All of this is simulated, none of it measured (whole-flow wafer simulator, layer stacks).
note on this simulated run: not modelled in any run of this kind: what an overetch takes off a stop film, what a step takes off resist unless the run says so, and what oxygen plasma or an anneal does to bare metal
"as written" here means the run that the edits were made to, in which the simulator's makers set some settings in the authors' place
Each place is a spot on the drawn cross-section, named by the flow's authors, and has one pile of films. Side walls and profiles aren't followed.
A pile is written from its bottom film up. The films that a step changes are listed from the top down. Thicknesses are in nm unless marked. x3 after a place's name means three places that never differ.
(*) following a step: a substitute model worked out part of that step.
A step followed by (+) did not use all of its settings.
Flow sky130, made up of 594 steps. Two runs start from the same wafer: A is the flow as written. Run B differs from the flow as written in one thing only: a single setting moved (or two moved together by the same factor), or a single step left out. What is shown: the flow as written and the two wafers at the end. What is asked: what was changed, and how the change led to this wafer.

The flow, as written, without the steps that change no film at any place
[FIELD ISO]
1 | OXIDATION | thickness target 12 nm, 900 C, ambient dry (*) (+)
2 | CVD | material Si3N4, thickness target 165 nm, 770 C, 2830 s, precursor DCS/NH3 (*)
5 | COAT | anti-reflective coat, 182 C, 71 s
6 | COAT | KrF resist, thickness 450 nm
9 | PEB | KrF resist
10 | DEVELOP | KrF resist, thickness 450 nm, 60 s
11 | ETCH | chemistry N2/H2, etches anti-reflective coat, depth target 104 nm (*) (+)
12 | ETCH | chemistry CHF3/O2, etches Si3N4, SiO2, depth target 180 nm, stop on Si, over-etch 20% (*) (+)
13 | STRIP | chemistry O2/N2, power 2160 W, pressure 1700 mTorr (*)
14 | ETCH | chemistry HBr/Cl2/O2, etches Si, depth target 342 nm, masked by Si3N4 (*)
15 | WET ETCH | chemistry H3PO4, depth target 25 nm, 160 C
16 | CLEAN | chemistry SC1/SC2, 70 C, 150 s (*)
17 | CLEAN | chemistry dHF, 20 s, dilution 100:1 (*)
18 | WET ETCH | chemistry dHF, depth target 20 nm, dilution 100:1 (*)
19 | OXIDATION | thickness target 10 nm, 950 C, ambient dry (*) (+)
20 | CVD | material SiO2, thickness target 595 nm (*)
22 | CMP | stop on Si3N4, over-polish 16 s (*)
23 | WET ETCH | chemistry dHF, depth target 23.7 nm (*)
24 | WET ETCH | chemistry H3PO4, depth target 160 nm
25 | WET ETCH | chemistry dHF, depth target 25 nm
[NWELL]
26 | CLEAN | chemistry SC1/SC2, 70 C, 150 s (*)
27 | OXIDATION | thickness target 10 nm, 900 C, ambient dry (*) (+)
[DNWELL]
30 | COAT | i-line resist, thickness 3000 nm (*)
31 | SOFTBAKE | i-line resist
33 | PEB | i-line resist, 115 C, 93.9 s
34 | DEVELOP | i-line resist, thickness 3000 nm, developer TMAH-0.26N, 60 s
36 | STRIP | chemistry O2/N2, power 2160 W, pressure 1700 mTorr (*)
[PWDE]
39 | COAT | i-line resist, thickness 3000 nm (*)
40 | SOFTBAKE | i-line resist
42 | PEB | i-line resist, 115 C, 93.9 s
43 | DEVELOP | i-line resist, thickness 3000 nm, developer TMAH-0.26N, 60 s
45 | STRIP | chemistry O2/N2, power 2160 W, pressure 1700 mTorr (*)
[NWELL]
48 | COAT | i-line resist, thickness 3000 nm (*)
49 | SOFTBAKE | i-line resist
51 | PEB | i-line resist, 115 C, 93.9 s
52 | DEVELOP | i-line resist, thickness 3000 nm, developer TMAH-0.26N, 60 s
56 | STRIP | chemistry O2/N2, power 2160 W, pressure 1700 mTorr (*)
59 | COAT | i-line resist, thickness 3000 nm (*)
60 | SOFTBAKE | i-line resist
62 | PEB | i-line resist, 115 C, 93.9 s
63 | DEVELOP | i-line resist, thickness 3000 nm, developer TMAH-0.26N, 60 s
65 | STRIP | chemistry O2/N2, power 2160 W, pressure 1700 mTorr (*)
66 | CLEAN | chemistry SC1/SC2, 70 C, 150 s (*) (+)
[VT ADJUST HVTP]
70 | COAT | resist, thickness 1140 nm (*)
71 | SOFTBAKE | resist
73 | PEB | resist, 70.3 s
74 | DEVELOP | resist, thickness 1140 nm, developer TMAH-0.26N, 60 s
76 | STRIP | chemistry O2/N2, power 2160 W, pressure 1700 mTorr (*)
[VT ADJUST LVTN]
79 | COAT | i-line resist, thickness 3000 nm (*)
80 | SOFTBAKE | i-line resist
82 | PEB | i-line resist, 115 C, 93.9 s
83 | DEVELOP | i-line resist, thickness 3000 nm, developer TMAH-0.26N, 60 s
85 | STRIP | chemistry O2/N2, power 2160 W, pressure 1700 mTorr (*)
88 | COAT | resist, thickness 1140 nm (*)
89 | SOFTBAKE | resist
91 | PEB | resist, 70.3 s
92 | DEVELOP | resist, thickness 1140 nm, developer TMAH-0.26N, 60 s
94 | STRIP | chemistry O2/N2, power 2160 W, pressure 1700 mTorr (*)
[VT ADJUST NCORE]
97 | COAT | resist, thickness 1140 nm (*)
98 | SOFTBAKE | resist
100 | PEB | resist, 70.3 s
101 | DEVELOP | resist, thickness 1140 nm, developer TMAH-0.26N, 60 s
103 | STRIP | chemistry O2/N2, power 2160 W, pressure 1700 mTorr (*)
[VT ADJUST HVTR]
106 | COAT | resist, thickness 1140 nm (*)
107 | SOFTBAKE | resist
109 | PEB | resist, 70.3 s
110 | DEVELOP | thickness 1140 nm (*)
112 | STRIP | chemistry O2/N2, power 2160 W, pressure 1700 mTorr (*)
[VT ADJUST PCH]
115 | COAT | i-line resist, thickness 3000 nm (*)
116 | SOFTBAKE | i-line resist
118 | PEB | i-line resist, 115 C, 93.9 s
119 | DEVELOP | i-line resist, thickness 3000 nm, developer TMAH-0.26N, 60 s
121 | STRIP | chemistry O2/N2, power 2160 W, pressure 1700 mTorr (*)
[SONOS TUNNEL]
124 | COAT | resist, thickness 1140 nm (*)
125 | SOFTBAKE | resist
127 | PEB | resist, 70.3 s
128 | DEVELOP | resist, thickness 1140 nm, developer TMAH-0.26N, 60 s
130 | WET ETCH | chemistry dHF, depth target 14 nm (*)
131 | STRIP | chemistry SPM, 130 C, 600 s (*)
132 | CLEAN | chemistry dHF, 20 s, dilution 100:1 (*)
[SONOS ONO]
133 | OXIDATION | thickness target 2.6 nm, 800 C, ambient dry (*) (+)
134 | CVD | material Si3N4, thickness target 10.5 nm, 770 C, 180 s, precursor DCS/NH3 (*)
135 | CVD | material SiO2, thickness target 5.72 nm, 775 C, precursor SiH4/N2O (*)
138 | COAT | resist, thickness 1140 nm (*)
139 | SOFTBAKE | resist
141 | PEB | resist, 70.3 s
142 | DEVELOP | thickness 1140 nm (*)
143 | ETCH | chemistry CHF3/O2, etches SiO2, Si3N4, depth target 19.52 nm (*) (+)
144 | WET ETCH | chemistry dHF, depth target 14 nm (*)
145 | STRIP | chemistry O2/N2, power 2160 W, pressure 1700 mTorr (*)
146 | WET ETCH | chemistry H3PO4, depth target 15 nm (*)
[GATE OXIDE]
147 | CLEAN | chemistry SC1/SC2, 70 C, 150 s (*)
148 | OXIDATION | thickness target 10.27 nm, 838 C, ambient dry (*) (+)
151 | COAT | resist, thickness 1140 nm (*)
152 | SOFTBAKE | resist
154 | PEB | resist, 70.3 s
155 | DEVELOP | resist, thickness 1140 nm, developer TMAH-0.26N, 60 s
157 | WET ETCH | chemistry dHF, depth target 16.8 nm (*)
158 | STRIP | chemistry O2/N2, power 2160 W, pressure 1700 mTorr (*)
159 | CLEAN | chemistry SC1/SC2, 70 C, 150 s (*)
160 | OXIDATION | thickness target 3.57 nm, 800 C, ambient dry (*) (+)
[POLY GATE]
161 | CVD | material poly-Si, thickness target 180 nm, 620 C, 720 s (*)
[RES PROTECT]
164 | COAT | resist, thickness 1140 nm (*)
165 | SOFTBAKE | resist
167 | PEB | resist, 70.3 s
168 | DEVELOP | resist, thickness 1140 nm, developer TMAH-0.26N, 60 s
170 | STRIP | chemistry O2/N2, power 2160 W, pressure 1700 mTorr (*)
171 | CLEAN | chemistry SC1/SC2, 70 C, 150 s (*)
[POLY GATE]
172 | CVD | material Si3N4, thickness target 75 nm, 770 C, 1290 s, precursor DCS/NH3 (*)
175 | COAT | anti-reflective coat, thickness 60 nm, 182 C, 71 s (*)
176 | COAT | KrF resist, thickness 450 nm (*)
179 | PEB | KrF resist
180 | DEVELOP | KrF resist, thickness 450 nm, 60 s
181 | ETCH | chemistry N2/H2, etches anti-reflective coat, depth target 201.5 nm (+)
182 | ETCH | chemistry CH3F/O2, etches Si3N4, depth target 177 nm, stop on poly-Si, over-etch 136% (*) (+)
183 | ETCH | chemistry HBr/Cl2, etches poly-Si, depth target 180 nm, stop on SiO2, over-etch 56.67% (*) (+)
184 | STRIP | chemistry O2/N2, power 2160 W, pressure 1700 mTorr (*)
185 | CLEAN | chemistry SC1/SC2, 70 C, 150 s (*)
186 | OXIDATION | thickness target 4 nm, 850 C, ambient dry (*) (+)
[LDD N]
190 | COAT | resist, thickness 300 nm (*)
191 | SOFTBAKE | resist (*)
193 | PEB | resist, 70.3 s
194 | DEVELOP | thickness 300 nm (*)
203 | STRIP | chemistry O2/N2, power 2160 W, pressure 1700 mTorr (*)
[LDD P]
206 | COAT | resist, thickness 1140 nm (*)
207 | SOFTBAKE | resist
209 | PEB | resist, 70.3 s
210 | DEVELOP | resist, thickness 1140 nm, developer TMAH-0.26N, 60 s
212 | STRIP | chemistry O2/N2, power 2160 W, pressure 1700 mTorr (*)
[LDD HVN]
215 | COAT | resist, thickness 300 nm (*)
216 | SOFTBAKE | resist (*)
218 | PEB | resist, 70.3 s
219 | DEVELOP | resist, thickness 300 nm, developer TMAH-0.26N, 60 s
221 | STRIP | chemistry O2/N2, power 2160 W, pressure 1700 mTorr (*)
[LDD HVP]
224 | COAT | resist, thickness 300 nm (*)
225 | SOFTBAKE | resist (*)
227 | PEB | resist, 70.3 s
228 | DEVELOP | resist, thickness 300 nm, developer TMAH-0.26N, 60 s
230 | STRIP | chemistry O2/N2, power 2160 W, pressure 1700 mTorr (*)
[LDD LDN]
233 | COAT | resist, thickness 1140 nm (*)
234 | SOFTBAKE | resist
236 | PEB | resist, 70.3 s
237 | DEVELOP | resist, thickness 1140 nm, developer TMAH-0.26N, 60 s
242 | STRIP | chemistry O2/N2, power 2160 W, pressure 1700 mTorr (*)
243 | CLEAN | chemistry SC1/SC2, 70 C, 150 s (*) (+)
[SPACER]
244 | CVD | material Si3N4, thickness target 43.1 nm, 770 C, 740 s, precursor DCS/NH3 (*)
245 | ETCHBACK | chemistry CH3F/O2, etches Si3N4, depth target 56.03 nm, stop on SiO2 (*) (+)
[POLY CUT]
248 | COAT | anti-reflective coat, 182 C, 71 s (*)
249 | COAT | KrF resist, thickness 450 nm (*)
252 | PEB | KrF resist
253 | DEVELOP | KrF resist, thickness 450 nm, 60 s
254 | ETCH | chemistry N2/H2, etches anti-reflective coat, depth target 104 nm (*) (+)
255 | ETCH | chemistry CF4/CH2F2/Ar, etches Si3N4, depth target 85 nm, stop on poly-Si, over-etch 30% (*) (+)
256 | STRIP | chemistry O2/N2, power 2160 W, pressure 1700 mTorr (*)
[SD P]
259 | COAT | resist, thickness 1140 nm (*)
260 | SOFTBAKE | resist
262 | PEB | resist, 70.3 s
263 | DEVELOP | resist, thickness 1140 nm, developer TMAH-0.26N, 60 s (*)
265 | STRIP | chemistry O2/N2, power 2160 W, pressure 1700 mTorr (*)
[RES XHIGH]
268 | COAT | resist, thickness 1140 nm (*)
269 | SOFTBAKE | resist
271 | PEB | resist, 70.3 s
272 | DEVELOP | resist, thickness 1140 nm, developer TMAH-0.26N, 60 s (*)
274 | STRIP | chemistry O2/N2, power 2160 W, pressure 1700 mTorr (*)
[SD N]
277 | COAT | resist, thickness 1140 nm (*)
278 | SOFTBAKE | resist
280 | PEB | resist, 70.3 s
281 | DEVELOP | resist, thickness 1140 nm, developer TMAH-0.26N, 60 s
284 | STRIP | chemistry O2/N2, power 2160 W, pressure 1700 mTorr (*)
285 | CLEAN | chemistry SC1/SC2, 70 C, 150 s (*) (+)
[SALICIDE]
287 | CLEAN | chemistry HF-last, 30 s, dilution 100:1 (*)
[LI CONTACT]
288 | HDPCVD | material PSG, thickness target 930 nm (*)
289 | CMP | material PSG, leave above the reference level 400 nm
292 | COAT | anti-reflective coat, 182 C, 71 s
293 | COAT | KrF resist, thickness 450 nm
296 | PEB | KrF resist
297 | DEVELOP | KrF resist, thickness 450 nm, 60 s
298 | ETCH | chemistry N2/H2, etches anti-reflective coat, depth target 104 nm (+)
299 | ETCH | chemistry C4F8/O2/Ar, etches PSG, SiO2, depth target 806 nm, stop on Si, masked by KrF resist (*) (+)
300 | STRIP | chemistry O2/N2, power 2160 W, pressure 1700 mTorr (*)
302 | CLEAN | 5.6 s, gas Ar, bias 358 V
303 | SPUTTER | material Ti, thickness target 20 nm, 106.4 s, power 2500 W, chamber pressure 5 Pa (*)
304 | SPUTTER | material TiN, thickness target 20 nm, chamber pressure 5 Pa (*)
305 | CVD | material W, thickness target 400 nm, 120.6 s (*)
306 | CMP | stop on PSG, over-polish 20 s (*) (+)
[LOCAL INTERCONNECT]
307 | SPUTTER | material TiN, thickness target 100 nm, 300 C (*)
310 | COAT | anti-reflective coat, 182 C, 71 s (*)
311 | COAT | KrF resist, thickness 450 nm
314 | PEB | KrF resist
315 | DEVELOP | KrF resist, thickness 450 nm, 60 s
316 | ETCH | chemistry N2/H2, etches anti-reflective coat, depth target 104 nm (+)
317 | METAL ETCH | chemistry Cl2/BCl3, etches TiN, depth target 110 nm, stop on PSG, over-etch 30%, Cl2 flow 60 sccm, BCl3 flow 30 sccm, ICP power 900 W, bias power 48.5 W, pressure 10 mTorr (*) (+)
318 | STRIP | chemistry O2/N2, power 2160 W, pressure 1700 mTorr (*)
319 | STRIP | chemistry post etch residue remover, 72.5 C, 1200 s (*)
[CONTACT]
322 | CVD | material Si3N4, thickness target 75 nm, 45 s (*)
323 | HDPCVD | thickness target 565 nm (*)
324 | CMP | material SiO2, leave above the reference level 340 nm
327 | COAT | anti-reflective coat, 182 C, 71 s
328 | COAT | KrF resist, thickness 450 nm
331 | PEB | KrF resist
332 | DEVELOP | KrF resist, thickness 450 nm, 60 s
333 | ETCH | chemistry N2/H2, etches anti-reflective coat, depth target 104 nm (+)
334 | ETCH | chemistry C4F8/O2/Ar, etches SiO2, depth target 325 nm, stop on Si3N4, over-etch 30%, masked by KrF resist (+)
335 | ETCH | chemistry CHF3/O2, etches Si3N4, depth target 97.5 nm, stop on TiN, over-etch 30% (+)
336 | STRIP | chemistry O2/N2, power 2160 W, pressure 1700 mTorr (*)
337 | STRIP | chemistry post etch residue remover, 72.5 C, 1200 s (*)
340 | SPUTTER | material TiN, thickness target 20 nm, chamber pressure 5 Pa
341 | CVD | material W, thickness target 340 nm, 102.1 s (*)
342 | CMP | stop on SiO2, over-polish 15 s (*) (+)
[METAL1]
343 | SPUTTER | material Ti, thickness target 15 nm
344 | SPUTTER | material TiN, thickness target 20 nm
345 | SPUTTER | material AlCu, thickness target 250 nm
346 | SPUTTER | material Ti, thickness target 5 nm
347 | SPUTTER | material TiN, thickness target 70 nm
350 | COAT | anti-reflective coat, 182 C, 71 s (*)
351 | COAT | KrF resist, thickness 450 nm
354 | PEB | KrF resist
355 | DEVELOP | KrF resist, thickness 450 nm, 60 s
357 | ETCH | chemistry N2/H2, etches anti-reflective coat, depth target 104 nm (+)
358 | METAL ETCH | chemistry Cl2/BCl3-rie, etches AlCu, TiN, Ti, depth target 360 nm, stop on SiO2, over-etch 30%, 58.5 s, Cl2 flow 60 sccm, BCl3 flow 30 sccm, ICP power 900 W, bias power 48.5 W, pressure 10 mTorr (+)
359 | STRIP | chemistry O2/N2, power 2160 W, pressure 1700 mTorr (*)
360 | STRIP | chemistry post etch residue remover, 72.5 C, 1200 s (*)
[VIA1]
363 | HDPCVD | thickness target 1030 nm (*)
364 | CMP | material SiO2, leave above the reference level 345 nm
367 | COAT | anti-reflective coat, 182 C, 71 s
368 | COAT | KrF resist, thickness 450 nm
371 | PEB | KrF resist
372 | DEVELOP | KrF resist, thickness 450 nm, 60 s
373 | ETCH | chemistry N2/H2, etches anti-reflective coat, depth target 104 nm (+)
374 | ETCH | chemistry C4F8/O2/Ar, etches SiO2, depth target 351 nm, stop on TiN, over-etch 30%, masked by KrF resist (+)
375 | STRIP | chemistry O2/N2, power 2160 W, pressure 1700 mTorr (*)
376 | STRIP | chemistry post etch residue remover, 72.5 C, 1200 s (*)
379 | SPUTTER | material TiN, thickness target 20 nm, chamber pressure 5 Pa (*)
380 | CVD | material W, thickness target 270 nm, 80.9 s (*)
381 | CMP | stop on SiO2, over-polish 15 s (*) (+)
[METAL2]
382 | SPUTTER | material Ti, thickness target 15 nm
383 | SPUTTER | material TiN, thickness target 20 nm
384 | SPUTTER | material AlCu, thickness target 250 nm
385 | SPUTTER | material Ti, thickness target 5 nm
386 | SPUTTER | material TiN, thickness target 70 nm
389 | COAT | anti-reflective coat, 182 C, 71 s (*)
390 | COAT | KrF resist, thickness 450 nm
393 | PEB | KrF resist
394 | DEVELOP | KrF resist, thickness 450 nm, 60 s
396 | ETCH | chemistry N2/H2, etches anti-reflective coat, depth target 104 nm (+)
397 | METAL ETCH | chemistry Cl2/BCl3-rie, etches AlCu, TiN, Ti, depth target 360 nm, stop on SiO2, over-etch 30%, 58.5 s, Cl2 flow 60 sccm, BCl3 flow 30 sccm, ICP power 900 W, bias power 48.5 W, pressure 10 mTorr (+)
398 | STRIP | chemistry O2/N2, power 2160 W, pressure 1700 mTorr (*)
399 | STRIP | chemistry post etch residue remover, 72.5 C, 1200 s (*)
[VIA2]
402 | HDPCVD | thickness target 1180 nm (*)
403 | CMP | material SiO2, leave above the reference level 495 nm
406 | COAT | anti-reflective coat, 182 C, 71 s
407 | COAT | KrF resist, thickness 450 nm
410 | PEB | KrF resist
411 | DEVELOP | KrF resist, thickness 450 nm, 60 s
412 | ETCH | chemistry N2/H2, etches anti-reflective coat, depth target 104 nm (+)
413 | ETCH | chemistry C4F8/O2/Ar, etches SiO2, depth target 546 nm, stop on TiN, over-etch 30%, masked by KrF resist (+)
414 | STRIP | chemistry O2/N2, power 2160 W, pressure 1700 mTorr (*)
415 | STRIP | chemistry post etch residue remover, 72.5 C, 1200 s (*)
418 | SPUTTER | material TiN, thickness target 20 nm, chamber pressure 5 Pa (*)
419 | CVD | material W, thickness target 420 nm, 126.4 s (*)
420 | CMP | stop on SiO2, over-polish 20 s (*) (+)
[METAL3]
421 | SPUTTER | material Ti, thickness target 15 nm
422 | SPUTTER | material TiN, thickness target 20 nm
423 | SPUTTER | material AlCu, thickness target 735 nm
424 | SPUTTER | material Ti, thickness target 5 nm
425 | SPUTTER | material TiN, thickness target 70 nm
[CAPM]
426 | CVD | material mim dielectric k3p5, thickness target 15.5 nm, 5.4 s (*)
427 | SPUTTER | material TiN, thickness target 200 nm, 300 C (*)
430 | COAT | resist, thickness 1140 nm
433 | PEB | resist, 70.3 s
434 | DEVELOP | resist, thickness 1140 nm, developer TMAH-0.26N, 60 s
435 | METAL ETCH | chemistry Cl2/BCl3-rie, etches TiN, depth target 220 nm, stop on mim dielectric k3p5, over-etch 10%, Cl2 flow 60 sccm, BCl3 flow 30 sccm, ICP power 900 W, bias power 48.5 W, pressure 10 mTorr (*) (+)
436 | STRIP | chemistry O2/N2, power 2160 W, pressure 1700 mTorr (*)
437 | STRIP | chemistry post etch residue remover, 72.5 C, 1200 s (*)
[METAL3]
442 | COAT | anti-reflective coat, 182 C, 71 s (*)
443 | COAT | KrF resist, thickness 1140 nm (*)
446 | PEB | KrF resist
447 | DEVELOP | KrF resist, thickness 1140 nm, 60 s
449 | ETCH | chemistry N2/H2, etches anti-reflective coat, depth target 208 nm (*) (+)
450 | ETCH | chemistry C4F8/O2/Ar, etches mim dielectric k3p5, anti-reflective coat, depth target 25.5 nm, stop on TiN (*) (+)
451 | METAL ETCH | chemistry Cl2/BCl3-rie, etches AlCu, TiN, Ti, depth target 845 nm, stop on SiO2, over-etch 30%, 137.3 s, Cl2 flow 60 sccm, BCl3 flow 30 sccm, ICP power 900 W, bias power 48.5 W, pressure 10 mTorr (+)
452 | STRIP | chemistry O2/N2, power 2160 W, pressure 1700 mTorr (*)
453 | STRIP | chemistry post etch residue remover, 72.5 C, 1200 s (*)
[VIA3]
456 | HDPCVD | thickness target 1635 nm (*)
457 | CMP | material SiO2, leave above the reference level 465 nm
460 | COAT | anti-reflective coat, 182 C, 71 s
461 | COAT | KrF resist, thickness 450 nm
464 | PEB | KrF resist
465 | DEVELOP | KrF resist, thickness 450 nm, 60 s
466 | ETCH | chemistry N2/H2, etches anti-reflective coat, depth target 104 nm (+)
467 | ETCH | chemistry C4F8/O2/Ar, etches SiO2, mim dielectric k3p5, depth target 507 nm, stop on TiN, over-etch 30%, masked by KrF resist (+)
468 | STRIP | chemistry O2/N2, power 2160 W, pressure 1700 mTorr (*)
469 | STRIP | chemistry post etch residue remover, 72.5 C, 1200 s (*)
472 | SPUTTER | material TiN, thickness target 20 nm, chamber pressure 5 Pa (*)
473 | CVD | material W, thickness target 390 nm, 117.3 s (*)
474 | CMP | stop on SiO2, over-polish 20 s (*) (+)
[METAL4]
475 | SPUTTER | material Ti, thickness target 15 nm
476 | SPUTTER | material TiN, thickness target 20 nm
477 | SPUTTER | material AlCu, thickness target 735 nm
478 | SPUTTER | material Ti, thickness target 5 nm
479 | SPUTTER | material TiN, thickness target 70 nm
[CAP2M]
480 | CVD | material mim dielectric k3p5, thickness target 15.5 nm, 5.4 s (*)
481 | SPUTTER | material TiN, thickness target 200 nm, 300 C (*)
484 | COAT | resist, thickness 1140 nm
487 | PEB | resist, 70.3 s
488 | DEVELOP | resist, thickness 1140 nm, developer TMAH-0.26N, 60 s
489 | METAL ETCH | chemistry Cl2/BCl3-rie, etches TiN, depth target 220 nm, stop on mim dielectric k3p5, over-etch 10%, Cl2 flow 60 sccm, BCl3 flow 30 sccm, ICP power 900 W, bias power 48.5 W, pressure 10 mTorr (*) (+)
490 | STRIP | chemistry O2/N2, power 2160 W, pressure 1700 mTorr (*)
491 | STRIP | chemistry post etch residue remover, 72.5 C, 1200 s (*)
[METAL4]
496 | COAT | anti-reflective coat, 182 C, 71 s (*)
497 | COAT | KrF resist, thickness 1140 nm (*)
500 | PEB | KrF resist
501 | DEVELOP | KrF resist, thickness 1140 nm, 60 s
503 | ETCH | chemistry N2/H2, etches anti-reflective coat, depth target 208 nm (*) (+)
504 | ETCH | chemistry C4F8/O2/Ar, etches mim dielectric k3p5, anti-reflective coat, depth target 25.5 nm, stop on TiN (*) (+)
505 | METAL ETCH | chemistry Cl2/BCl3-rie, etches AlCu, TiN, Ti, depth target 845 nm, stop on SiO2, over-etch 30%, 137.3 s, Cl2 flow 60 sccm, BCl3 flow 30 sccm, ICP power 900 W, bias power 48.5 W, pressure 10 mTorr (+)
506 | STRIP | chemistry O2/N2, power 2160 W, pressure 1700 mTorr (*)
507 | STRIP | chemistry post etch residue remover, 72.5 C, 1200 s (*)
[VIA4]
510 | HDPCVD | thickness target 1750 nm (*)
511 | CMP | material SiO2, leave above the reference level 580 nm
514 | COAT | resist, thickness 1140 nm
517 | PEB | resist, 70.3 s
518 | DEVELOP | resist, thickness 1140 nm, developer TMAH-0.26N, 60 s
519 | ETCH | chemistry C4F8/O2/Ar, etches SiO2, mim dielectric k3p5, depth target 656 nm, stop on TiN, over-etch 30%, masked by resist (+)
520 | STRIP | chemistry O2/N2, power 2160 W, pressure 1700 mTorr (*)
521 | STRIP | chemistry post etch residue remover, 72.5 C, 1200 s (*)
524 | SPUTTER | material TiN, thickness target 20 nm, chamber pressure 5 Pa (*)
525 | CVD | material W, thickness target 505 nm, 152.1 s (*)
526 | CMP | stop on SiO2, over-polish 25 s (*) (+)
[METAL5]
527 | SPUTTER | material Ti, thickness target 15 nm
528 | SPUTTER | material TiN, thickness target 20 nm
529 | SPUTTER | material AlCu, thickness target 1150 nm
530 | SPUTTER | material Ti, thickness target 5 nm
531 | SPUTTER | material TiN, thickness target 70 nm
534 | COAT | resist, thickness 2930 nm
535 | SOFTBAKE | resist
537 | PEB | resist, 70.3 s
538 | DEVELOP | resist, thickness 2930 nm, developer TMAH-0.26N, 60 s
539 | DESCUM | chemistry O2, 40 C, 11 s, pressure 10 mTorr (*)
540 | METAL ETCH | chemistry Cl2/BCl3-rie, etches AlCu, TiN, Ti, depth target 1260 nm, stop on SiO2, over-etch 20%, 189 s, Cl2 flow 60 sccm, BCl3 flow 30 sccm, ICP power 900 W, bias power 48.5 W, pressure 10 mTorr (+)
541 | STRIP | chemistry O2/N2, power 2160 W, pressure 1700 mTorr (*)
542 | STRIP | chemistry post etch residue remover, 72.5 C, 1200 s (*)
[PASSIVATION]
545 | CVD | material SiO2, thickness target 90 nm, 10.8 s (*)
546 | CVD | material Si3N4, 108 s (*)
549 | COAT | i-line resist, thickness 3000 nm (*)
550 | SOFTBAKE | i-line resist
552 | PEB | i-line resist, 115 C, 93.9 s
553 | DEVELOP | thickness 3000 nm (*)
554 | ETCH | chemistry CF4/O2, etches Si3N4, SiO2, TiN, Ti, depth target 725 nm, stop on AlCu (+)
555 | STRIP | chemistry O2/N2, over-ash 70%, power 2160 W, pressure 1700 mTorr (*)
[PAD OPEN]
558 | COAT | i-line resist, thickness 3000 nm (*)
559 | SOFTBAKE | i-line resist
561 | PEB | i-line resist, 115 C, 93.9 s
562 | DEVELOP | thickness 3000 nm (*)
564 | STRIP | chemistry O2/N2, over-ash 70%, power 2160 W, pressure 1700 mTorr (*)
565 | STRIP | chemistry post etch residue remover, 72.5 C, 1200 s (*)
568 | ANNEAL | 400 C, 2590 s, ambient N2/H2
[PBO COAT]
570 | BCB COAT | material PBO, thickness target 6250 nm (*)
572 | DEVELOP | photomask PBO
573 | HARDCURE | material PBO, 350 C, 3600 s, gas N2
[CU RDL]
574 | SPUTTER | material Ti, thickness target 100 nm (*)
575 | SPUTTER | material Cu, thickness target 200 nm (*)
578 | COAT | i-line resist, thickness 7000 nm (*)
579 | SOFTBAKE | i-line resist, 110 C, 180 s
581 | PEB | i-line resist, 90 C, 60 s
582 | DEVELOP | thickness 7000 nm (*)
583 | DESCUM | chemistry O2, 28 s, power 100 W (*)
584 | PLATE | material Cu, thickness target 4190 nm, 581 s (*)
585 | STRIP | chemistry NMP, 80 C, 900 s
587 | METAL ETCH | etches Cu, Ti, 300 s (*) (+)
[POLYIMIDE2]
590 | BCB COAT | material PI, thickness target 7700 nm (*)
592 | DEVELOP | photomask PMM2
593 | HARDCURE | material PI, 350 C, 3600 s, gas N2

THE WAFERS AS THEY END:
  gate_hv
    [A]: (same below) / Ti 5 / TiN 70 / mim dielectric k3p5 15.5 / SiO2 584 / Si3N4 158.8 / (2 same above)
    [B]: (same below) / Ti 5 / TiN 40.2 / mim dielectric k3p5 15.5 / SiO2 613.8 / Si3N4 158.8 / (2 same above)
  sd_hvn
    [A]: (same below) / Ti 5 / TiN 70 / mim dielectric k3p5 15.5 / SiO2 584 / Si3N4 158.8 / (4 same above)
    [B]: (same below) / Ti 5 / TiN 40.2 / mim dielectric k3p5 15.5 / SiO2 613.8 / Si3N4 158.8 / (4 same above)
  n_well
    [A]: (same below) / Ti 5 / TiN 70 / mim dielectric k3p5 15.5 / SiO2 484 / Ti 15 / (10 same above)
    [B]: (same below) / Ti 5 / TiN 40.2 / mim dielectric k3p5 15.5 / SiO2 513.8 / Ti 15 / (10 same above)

The reason: step 479, SPUTTER: thickness target 40.2 nm was run, whereas the flow has thickness target 70 nm.
The wafer lets one read it off: gate_hv has TiN 40.2, and step 479 as written asks for 70 nm.

How this came from the change, step by step:
  479 | SPUTTER | material TiN, thickness target 70 nm
      field, active, n_well and 189 more: A +70 TiN (new film) | B +40.2 TiN (new film)
  505 | METAL ETCH | chemistry Cl2/BCl3-rie, etches AlCu, TiN, Ti, depth target 845 nm, stop on SiO2, over-etch 30%, 137.3 s, Cl2 flow 60 sccm, BCl3 flow 30 sccm, ICP power 900 W, bias power 48.5 W, pressure 10 mTorr (+)
      field, gate, spacer and 68 more: A -70 TiN (all of it), -5 Ti (all of it), -735 AlCu (all of it), -20 TiN (all of it), -15 Ti (all of it), -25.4 SiO2 | B -40.2 TiN (all of it), -5 Ti (all of it), -735 AlCu (all of it), -20 TiN (all of it), -15 Ti (all of it), -28.3 SiO2
      active, vpp_iso1, mim_edge_plate and 14 more: A -70 TiN (all of it), -5 Ti (all of it), -735 AlCu (all of it), -20 TiN (all of it), -15 Ti (all of it), -25.3 SiO2 | B -40.2 TiN (all of it), -5 Ti (all of it), -735 AlCu (all of it), -20 TiN (all of it), -15 Ti (all of it), -28.3 SiO2
  511 | CMP | material SiO2, leave above the reference level 580 nm
      n_well, p_well, gate_hv and 99 more: A -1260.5 SiO2 | B -1230.7 SiO2
      m1, via3_hole: A -1259.9 SiO2 | B -1230.1 SiO2
      (also at 1 further place)
  519 | ETCH | chemistry C4F8/O2/Ar, etches SiO2, mim dielectric k3p5, depth target 656 nm, stop on TiN, over-etch 30%, masked by resist (+)
      m1: A -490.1 SiO2 (all of it), -15.5 mim dielectric k3p5 (all of it) | B -519.9 SiO2 (all of it), -15.5 mim dielectric k3p5 (all of it)
      via4_hole: A -489.5 SiO2 (all of it), -15.5 mim dielectric k3p5 (all of it) | B -519.3 SiO2 (all of it), -15.5 mim dielectric k3p5 (all of it)
  525 | CVD | material W, thickness target 505 nm, 152.1 s (*)
      m1: A +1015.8 W (new film) | B +1045.8 W (new film)
      via4_hole: A +1015.2 W (new film) | B +1045.2 W (new film)
